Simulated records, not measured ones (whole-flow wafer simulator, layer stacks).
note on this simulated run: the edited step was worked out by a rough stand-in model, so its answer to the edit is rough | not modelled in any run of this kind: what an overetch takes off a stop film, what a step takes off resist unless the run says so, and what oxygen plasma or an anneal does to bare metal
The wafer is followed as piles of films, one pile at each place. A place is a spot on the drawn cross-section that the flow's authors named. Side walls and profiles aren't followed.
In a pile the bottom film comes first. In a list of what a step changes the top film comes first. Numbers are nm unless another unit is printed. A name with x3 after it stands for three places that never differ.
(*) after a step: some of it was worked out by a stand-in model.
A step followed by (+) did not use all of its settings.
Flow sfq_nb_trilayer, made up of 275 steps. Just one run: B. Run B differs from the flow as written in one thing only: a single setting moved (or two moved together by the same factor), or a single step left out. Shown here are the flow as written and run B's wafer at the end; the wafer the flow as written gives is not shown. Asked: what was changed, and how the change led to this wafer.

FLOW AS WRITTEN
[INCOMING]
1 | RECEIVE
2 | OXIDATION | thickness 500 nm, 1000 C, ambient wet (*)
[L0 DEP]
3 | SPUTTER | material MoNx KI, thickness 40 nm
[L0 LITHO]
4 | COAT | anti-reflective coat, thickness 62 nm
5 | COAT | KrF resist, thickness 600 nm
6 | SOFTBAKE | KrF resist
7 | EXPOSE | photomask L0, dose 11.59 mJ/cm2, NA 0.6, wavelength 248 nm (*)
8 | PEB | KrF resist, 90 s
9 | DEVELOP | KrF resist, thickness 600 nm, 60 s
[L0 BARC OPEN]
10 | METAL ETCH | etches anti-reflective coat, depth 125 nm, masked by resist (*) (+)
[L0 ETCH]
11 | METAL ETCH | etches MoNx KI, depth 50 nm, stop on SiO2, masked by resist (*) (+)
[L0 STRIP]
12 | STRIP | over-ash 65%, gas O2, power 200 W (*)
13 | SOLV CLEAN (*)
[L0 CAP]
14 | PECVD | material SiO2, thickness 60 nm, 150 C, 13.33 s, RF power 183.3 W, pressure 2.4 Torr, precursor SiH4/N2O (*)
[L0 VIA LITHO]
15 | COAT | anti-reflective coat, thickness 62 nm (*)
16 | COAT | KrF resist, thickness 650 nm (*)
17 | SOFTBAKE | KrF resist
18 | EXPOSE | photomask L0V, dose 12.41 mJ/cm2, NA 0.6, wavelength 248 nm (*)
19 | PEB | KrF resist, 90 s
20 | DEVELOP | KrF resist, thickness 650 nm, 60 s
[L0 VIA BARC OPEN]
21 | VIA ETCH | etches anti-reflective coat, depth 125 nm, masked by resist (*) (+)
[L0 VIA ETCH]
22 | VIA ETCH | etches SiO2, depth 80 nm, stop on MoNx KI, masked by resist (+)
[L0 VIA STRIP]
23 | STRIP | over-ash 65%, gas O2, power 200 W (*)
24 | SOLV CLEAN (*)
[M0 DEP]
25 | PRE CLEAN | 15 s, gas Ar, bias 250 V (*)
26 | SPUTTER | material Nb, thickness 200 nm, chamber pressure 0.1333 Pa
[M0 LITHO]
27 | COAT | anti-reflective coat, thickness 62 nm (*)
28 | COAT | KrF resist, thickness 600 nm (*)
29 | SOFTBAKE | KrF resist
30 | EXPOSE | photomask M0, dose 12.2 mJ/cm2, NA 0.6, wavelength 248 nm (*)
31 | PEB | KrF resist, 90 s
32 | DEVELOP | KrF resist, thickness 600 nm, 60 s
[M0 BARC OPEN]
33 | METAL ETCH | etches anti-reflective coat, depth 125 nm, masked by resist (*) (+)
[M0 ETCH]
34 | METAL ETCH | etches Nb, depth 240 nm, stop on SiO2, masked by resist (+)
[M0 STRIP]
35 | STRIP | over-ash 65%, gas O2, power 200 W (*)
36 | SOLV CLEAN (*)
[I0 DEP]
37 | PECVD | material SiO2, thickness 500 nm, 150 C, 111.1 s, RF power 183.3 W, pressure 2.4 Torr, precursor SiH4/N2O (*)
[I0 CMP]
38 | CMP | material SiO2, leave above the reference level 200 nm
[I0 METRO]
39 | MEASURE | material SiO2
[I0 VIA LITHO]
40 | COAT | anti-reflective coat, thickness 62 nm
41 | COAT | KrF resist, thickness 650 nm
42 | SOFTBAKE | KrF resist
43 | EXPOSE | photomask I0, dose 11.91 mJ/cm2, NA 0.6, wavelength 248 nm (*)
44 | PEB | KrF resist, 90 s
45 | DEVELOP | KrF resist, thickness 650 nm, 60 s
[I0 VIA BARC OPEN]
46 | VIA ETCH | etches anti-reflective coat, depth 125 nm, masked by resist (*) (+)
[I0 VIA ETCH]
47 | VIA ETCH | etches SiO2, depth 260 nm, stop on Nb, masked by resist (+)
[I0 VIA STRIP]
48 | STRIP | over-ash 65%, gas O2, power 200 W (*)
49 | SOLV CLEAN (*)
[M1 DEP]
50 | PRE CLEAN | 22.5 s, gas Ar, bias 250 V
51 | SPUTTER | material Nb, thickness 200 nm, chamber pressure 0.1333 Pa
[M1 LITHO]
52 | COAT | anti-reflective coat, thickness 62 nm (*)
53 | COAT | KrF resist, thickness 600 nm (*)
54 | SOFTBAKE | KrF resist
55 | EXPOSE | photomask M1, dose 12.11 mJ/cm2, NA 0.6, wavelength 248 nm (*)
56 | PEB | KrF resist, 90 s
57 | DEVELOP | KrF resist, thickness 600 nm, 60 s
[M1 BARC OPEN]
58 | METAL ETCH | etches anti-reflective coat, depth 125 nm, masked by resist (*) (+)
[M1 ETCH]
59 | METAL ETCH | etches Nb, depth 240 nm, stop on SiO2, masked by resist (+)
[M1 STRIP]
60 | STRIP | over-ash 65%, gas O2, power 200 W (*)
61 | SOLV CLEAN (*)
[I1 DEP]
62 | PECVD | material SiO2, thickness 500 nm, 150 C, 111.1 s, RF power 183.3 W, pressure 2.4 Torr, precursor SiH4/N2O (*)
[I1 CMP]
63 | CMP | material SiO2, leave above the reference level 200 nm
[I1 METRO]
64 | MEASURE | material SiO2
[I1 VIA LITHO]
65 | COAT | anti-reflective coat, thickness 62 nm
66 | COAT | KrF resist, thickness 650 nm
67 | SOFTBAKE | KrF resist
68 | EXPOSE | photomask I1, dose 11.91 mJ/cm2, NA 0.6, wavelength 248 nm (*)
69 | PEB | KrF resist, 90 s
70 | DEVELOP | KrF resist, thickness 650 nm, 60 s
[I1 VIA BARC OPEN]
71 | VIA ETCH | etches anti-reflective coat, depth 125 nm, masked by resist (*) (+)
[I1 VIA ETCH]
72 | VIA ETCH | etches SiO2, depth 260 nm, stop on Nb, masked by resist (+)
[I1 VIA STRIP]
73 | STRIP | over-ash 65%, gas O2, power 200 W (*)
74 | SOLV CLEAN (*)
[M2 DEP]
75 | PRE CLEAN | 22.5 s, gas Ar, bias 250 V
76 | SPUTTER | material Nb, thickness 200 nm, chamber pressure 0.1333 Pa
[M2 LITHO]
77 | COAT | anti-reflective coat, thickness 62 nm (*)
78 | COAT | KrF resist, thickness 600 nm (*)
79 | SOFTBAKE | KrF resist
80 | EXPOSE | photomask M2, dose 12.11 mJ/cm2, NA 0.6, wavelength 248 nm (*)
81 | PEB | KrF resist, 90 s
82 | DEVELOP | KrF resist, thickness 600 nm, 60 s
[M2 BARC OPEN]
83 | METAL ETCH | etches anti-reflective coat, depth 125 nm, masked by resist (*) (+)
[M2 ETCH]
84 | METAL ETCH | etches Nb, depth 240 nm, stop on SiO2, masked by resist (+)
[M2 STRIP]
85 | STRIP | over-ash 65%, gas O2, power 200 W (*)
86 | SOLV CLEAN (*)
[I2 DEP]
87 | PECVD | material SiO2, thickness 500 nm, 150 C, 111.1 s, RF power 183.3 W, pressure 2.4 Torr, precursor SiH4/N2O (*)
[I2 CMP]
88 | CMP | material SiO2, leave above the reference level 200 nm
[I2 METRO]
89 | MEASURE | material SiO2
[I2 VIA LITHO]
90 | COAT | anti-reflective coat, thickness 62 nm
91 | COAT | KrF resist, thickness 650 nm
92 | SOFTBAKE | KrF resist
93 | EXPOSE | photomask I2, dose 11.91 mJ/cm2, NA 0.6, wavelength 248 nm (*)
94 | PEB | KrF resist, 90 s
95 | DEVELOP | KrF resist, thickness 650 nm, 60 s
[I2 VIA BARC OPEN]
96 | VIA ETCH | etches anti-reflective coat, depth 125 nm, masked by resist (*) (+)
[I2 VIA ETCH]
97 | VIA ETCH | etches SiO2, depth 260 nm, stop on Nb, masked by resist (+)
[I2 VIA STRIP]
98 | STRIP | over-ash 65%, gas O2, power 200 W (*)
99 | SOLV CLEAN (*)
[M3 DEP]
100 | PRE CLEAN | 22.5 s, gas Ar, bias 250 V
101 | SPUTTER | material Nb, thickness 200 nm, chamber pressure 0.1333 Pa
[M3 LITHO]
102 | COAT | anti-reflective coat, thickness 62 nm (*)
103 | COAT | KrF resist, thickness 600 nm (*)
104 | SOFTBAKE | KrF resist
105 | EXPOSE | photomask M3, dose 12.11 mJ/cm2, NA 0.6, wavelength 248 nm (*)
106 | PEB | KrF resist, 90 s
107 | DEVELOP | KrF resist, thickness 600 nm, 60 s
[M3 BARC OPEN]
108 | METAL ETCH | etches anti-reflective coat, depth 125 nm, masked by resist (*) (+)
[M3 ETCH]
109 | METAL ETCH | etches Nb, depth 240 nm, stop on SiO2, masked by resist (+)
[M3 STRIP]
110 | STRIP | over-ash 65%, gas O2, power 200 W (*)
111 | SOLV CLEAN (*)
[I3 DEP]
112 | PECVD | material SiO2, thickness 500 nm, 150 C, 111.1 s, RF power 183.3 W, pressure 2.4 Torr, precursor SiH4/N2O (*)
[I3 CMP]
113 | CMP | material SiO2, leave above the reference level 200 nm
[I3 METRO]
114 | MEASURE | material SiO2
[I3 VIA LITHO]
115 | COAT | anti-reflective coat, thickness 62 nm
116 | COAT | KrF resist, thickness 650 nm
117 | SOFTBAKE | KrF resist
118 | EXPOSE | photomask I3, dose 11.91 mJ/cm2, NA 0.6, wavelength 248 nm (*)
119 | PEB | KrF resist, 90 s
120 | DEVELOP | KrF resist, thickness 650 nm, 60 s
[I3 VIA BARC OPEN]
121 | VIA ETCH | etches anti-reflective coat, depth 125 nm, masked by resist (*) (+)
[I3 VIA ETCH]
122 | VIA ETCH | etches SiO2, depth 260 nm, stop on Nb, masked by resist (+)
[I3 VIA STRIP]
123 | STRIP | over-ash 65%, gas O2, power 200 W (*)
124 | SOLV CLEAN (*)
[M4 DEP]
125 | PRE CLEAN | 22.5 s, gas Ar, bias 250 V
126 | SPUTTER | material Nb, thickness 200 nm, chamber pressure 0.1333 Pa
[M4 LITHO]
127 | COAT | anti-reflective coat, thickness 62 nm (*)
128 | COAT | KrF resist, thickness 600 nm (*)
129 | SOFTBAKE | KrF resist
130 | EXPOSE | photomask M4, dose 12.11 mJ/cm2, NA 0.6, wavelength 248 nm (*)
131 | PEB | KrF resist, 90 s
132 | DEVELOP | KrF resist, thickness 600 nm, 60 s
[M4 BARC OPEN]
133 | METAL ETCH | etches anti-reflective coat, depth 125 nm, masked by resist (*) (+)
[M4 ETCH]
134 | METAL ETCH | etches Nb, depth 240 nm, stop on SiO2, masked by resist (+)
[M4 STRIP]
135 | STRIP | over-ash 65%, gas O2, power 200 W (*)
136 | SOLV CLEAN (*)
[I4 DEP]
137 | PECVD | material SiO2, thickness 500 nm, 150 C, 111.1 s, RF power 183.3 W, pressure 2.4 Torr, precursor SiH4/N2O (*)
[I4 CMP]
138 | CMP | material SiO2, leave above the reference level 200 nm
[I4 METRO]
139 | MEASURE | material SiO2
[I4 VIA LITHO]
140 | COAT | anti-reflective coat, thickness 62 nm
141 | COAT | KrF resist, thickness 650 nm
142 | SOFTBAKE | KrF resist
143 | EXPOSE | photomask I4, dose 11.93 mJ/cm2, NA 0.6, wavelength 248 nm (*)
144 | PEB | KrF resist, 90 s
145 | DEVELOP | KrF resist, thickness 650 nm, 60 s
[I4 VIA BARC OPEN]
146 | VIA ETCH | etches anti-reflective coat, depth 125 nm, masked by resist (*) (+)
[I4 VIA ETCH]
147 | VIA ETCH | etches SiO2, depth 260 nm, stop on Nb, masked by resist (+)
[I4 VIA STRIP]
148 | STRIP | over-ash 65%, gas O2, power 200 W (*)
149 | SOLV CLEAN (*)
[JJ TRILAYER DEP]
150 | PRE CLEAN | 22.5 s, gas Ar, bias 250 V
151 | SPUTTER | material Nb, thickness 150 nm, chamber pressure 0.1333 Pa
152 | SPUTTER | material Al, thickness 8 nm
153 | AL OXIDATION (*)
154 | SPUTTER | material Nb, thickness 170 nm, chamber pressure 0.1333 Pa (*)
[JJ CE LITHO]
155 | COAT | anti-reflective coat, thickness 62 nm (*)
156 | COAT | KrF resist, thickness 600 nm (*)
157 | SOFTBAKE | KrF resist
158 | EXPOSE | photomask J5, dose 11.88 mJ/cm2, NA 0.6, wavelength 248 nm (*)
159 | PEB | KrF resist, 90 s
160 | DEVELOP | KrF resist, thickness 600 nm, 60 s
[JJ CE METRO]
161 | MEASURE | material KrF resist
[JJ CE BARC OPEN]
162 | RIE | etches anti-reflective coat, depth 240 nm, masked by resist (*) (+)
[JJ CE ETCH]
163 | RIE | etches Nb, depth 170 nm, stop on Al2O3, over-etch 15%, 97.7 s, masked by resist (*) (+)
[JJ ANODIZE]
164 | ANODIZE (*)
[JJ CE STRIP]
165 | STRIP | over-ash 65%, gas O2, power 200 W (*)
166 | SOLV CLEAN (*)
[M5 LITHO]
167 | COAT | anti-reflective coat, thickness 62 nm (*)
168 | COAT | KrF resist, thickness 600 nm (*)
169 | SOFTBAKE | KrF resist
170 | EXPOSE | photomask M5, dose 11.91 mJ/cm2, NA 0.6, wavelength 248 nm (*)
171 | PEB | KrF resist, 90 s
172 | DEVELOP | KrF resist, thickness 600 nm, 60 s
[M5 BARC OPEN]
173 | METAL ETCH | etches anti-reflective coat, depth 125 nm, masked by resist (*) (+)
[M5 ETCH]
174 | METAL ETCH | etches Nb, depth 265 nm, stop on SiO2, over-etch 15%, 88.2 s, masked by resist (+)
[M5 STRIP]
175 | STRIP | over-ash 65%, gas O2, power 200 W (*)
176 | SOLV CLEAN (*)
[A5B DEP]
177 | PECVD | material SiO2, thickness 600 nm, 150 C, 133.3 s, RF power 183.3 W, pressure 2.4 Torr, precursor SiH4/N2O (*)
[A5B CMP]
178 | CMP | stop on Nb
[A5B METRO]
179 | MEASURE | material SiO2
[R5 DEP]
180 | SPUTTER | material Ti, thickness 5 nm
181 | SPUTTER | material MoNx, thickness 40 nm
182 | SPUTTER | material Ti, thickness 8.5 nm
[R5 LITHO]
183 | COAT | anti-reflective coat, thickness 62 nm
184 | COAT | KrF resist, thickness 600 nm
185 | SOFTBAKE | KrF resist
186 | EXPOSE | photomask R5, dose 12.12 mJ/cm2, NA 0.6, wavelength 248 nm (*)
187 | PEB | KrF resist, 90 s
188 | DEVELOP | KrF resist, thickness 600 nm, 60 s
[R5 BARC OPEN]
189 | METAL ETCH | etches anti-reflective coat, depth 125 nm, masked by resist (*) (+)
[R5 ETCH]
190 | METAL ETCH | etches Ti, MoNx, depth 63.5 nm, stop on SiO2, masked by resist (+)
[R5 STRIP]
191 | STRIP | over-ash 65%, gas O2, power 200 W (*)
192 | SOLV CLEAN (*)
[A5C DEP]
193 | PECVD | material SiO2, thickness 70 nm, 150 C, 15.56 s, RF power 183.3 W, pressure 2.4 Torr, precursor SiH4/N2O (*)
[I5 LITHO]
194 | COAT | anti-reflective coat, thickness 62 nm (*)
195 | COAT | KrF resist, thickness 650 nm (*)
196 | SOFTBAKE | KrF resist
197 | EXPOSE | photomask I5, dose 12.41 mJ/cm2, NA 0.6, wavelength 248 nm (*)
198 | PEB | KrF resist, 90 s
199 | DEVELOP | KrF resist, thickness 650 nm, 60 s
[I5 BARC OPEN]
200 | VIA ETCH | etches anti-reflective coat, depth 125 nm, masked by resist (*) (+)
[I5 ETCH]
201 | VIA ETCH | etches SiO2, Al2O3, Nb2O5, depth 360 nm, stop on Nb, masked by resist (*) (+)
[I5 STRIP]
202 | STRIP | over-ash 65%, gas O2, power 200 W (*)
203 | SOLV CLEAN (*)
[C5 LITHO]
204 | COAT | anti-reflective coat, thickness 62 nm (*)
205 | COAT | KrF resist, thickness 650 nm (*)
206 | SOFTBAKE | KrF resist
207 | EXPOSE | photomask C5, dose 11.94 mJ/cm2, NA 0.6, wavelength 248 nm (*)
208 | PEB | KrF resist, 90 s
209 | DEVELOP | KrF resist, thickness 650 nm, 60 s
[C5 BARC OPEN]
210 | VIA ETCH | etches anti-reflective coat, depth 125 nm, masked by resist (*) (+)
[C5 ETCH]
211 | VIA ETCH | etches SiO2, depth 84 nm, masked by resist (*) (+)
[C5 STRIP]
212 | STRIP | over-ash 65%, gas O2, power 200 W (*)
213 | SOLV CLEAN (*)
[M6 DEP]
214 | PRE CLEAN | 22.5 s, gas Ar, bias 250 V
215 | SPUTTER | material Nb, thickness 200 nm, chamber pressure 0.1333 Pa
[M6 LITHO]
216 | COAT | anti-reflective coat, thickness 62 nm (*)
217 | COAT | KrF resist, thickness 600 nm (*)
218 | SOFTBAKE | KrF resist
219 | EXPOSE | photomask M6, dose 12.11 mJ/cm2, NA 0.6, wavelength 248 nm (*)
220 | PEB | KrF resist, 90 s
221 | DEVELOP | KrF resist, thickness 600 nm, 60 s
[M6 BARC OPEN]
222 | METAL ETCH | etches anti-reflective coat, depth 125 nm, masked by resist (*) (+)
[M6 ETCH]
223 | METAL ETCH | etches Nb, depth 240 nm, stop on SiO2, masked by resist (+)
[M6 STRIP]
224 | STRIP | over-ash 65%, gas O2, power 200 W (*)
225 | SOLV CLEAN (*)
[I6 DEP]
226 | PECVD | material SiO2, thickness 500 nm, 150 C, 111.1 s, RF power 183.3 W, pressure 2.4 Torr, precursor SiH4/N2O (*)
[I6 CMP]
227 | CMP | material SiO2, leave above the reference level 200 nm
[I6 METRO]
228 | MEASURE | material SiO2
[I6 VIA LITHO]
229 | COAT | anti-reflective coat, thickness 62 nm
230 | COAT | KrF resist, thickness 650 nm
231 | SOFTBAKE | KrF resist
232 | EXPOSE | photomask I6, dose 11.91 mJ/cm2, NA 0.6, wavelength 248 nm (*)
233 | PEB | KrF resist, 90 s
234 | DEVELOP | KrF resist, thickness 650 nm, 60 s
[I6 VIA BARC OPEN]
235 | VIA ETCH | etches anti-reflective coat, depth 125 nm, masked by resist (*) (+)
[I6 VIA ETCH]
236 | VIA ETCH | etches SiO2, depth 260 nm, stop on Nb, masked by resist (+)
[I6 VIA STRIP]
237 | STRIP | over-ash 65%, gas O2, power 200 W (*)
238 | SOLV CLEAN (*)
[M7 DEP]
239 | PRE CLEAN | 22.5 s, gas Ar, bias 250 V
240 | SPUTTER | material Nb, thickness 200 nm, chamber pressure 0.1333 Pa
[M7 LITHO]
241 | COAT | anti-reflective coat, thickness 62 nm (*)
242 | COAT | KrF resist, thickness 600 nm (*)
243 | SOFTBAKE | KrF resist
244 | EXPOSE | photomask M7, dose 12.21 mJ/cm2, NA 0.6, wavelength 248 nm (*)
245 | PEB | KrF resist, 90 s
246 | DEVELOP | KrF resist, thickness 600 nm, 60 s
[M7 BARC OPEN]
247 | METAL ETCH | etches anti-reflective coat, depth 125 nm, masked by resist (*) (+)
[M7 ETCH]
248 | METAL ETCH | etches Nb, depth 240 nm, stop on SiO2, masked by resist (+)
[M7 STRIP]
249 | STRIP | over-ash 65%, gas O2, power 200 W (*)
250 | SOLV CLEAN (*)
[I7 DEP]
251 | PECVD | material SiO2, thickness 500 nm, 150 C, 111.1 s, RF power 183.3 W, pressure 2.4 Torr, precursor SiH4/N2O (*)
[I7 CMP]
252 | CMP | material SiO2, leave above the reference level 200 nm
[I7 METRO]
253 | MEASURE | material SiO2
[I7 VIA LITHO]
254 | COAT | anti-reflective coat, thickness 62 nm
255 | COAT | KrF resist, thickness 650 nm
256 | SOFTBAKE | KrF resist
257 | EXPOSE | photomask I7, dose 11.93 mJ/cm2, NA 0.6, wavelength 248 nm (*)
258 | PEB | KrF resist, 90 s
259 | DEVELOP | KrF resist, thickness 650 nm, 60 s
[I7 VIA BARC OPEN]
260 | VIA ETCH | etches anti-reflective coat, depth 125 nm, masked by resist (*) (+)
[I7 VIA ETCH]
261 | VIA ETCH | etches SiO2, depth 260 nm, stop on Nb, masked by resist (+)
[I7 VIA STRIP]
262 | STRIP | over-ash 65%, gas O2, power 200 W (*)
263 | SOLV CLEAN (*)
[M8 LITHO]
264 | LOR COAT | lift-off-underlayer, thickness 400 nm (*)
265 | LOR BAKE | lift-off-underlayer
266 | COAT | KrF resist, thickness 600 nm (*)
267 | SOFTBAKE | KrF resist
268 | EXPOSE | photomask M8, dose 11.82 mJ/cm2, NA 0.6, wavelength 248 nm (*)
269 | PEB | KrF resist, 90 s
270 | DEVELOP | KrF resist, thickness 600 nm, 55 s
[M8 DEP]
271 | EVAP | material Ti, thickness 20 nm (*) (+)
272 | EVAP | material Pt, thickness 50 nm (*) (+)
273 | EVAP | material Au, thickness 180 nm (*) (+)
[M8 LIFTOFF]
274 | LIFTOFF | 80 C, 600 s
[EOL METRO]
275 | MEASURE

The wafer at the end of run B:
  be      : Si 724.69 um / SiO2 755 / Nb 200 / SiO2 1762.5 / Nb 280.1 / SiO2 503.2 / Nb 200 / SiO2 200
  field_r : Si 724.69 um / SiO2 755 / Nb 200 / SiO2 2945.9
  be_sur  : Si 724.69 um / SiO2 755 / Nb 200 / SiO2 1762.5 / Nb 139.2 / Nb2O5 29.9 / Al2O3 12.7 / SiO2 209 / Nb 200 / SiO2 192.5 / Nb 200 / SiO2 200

Cause: step 2, OXIDATION: thickness 700 nm was run, whereas the flow has thickness 500 nm.

How this came from the change, step by step:
  2 | OXIDATION | thickness 500 nm, 1000 C, ambient wet (*)
      field_l, v_sur, via_wl and 103 more: +700 SiO2 (new film), -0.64 chemical SiO2 (all of it), -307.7 Si (as written it would have been: +500 SiO2 (new film), -0.64 chemical SiO2 (all of it), -219.7 Si)
